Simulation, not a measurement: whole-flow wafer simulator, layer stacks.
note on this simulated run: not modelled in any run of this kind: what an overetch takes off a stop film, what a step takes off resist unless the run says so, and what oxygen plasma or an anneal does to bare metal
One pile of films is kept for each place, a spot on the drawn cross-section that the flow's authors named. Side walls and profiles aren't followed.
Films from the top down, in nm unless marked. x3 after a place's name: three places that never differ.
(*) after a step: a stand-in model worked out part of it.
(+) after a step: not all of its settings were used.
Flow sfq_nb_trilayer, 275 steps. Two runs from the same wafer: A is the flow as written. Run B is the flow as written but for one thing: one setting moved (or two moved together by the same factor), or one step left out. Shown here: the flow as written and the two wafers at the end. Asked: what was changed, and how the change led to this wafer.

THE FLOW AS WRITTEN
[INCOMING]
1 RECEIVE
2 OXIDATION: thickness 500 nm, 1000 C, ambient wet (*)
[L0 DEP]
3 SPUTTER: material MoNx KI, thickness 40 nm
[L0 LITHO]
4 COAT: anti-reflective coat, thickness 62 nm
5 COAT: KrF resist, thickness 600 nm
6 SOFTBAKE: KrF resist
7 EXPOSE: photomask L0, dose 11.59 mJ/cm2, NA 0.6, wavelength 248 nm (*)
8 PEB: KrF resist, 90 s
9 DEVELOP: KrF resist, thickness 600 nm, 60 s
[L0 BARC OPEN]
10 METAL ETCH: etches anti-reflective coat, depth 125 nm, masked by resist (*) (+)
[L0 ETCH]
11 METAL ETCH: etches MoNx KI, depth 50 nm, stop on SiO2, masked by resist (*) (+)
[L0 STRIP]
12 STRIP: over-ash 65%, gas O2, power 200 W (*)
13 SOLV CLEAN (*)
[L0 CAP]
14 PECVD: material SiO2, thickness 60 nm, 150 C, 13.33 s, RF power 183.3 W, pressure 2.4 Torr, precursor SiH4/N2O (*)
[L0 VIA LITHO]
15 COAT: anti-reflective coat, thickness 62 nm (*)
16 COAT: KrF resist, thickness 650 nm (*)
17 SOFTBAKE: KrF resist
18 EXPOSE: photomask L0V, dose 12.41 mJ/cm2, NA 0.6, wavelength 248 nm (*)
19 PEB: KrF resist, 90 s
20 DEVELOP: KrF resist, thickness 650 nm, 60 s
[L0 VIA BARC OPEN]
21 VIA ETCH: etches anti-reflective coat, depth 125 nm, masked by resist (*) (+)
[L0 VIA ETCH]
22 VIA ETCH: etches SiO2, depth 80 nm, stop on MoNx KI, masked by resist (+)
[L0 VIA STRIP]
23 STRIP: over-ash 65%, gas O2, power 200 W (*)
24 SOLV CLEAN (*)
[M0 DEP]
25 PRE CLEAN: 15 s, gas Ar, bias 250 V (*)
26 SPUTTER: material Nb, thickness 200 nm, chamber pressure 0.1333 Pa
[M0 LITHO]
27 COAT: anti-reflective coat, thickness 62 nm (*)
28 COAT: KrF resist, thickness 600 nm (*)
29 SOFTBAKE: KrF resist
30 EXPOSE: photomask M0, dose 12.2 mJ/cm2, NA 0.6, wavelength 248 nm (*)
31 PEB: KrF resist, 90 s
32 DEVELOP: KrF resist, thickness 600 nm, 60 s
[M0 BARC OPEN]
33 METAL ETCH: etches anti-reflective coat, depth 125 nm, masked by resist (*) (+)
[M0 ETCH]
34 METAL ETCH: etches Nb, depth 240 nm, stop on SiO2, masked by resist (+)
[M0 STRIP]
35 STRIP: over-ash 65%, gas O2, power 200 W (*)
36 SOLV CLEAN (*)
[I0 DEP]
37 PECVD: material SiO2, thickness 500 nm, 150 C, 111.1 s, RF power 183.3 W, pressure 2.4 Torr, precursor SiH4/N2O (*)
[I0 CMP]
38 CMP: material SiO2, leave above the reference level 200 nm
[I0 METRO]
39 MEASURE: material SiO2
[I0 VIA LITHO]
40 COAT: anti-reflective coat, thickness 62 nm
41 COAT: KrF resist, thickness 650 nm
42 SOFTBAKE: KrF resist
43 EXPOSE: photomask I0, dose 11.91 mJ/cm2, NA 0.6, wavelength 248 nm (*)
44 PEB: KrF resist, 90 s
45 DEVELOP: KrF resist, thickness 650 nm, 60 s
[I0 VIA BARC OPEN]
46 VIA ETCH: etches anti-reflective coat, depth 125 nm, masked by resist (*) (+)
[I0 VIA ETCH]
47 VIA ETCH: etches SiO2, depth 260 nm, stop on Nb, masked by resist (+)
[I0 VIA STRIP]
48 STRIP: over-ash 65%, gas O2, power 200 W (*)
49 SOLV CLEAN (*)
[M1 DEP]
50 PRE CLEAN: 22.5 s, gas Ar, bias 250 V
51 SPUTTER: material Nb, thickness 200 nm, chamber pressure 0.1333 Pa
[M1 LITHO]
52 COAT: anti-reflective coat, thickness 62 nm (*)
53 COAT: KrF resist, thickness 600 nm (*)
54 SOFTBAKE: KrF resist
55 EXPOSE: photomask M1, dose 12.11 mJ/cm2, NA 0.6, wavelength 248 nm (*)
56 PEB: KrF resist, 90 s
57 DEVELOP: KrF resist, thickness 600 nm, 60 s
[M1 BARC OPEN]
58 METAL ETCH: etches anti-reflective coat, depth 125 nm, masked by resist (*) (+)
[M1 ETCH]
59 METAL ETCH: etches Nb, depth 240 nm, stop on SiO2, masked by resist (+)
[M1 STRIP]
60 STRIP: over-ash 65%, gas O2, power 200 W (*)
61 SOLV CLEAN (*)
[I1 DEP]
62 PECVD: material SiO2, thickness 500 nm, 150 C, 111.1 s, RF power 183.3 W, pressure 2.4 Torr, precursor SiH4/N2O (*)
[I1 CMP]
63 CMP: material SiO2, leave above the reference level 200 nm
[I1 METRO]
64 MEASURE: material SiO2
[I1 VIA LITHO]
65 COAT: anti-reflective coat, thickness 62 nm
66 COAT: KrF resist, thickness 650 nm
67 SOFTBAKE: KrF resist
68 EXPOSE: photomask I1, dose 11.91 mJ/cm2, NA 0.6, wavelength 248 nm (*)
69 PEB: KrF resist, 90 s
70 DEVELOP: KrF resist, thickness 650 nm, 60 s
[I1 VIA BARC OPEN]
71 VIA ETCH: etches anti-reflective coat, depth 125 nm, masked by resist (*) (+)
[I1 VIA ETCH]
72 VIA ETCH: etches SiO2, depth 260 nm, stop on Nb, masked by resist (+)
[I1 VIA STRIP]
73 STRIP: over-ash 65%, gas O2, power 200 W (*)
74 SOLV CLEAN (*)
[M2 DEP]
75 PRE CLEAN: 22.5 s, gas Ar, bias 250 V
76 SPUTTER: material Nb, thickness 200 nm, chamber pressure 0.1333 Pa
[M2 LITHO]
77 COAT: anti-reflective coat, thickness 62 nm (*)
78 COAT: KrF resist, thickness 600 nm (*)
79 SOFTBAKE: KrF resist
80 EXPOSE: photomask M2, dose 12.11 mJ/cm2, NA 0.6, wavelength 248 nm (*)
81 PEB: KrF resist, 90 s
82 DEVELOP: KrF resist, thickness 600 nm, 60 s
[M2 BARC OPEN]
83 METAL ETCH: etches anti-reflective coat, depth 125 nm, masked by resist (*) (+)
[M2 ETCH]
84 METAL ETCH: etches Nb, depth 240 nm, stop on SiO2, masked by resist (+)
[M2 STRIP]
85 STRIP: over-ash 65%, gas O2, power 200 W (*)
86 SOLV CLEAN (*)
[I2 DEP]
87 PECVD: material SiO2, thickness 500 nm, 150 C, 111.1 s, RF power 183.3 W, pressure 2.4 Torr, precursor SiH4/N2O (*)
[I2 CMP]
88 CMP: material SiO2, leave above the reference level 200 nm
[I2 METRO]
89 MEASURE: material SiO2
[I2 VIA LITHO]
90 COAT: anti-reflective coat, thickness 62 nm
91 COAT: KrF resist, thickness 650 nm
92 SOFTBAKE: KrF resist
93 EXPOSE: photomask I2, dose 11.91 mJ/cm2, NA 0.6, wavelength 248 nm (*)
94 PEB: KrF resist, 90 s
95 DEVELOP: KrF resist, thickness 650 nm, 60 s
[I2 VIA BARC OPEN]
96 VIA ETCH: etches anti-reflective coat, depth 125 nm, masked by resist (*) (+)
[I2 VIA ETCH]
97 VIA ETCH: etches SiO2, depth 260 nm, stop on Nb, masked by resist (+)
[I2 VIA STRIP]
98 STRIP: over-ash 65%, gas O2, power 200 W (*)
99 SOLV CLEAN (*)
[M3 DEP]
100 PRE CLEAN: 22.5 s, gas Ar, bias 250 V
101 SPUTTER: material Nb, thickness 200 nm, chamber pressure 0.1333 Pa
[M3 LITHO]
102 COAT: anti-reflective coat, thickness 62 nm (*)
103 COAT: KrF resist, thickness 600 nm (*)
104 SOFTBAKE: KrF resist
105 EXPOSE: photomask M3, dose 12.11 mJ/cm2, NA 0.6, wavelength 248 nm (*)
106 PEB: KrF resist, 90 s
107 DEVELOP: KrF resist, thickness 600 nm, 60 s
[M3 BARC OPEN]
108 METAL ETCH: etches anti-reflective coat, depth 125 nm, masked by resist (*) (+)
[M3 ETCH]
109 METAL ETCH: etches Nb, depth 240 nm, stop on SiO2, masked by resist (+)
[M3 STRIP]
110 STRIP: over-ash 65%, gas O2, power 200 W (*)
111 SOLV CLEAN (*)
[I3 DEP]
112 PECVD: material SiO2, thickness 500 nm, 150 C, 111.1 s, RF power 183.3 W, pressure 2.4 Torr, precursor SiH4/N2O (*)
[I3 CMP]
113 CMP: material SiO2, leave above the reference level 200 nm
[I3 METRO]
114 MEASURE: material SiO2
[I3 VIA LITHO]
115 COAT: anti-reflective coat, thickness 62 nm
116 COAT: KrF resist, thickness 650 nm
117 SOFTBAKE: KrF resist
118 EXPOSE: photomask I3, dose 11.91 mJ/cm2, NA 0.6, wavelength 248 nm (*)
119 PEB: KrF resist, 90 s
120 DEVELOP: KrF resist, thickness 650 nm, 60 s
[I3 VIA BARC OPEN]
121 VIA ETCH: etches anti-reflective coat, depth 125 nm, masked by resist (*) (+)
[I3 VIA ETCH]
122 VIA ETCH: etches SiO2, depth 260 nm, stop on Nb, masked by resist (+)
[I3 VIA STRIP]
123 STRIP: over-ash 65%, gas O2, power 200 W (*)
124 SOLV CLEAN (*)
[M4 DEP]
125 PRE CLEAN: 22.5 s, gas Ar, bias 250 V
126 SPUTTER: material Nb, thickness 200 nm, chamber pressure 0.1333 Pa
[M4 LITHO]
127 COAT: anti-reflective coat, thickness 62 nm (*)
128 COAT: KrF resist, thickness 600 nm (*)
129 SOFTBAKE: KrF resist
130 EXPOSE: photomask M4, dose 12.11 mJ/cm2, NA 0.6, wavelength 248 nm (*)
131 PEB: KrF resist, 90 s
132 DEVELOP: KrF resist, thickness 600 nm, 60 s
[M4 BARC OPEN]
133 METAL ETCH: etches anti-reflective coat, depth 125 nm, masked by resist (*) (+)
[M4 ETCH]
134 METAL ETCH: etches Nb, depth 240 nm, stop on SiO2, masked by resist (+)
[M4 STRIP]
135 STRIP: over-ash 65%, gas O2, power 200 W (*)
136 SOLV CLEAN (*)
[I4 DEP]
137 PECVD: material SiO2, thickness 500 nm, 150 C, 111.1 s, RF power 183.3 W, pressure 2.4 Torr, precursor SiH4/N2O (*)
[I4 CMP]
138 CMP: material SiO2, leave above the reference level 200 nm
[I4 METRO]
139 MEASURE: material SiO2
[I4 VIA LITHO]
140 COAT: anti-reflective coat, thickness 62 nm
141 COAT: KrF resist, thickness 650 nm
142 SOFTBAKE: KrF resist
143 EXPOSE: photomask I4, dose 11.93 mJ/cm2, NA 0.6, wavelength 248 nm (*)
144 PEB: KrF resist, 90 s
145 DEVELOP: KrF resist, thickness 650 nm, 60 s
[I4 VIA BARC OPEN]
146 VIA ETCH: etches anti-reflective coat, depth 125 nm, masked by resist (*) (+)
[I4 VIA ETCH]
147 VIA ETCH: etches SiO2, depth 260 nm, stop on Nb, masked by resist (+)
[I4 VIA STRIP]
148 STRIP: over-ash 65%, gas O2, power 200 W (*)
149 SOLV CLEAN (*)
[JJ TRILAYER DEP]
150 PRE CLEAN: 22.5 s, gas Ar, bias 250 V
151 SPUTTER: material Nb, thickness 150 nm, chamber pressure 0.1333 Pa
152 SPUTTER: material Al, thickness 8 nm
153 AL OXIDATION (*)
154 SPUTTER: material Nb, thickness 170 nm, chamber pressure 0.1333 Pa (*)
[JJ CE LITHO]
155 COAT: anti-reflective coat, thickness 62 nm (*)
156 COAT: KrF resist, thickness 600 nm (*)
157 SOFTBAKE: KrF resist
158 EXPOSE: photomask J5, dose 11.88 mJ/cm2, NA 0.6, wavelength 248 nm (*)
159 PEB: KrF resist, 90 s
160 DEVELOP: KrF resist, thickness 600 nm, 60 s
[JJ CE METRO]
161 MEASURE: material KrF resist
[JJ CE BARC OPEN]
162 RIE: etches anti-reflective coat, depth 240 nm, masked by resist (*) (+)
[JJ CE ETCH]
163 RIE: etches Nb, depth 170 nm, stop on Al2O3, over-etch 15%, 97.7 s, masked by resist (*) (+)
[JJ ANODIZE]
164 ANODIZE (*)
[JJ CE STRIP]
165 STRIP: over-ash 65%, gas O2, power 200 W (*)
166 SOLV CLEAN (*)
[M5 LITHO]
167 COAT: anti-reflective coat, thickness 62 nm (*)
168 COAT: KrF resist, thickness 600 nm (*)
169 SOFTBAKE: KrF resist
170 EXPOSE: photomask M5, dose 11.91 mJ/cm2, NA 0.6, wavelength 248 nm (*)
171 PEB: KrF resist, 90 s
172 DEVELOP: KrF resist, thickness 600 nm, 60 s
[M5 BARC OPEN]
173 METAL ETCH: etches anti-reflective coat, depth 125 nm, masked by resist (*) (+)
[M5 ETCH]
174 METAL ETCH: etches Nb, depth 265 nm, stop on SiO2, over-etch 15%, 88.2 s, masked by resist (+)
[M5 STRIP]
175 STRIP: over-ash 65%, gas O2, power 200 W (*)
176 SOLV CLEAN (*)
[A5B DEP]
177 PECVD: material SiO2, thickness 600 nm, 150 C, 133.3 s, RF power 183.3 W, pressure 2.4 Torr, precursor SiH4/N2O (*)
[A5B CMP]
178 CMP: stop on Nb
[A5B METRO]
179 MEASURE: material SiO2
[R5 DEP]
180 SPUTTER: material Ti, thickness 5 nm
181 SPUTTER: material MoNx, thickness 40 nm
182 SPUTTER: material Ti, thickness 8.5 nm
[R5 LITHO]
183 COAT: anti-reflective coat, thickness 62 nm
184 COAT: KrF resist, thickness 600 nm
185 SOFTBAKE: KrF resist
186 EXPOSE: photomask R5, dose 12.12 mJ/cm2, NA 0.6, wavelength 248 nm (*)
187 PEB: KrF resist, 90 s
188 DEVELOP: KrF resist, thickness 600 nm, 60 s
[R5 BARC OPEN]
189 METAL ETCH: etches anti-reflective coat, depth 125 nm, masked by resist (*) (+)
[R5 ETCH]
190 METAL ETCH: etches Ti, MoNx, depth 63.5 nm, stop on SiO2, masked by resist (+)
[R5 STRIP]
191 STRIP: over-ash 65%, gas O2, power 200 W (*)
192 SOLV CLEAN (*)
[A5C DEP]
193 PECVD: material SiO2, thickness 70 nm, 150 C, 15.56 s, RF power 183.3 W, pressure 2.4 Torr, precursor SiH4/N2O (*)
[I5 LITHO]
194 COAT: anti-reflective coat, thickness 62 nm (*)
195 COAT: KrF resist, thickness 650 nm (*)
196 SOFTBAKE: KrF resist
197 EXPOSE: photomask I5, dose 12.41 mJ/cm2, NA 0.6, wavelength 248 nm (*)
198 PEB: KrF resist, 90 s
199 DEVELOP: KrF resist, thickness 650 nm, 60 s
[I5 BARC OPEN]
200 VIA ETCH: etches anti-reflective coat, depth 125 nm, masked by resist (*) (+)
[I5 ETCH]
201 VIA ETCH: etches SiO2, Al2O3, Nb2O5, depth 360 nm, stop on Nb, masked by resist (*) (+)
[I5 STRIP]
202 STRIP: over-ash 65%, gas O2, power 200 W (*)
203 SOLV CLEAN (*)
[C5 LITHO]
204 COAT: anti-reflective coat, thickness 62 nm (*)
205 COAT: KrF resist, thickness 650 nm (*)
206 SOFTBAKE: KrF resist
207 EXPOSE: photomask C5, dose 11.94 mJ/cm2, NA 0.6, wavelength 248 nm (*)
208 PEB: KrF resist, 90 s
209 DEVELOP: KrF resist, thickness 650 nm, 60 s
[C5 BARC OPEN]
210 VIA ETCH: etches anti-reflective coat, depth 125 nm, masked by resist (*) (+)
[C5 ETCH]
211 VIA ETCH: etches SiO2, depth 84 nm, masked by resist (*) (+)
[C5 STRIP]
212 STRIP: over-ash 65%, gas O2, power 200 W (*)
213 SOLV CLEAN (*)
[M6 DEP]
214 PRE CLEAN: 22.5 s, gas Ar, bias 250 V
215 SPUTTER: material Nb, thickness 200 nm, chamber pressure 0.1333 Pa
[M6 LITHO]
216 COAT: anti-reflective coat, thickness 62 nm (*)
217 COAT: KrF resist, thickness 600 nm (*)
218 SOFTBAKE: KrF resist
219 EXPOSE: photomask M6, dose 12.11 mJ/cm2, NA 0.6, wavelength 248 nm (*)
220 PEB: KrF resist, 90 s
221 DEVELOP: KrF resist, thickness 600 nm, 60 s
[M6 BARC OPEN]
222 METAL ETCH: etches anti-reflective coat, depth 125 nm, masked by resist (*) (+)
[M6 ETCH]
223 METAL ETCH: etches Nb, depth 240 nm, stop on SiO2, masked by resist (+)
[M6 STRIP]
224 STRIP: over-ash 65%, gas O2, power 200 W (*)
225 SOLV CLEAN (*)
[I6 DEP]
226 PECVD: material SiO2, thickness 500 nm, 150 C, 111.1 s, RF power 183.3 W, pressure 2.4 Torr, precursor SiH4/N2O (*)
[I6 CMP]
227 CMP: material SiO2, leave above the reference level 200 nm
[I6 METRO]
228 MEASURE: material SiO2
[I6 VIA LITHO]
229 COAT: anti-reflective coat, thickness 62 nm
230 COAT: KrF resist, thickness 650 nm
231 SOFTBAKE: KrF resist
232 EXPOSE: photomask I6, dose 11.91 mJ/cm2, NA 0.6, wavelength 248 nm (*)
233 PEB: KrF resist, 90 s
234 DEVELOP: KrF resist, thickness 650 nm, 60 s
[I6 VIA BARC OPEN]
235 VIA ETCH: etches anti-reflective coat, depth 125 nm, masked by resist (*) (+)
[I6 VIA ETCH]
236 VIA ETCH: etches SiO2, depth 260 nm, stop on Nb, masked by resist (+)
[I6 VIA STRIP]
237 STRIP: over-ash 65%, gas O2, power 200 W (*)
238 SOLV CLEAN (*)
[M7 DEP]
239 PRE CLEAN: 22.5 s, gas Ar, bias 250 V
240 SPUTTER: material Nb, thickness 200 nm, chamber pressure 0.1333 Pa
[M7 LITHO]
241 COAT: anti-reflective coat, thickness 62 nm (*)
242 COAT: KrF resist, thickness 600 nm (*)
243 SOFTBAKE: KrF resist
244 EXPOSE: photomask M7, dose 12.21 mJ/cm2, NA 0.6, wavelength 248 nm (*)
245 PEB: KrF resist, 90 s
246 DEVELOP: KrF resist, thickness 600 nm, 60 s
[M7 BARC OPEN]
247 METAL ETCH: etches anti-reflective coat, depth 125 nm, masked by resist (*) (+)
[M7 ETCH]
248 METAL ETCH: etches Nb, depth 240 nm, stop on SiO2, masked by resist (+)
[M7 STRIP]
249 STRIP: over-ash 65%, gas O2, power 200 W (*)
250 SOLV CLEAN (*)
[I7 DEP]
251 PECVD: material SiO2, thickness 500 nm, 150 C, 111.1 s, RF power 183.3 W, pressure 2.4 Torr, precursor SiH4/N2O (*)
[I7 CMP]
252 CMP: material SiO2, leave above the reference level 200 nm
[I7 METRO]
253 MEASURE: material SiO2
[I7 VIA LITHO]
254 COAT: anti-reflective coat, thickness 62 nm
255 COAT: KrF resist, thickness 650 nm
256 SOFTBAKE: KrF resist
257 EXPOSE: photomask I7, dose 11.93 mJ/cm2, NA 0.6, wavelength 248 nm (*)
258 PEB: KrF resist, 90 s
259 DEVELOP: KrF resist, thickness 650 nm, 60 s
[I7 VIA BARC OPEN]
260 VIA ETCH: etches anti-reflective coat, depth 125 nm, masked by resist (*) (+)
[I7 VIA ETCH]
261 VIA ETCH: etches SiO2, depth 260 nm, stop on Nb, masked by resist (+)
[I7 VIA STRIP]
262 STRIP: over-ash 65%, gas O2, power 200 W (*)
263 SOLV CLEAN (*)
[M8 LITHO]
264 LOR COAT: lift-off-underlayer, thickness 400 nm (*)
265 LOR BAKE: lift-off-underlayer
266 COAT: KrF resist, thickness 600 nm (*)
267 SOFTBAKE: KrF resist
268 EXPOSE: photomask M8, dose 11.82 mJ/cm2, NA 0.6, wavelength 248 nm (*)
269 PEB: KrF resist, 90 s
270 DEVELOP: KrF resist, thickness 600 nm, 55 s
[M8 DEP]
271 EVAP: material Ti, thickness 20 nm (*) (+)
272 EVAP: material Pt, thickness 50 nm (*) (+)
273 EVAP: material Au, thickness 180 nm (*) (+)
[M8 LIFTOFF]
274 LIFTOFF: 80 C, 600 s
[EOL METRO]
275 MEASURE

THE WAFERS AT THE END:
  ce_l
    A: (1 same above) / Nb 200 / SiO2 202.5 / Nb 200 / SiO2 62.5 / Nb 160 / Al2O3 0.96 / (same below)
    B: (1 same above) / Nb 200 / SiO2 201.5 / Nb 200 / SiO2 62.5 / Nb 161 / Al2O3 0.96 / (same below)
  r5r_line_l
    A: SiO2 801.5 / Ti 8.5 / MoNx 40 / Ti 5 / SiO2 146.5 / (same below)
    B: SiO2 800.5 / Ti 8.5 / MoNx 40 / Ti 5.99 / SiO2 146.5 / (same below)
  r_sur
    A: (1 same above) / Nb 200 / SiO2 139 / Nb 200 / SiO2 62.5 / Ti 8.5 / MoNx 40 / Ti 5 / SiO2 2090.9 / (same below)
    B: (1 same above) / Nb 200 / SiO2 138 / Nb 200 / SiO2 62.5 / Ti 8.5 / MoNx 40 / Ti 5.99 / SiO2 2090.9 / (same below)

The cause: step 180, SPUTTER: thickness 5.99 nm was run, where the flow has thickness 5 nm.
It can be read off the wafer: r5r_line_l has Ti 5.99, and step 180 as written asks for 5 nm.

How the change led to this, step by step:
  180 SPUTTER: material Ti, thickness 5 nm
      field_l, v_sur, via_wl and 103 more: A Ti +5 (new film) | B Ti +5.99 (new film)
  190 METAL ETCH: etches Ti, MoNx, depth 63.5 nm, stop on SiO2, masked by resist (+)
      field_l, v_sur, via_wl and 92 more: A Ti -8.5 (all of it), MoNx -40 (all of it), Ti -5 (all of it) | B Ti -8.5 (all of it), MoNx -40 (all of it), Ti -5.99 (all of it)
      ce_l, c5j, ce_r, wl_jj: A Ti -8.5 (all of it), MoNx -40 (all of it), Ti -5 (all of it), Nb -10 | B Ti -8.5 (all of it), MoNx -40 (all of it), Ti -5.99 (all of it), Nb -9.01
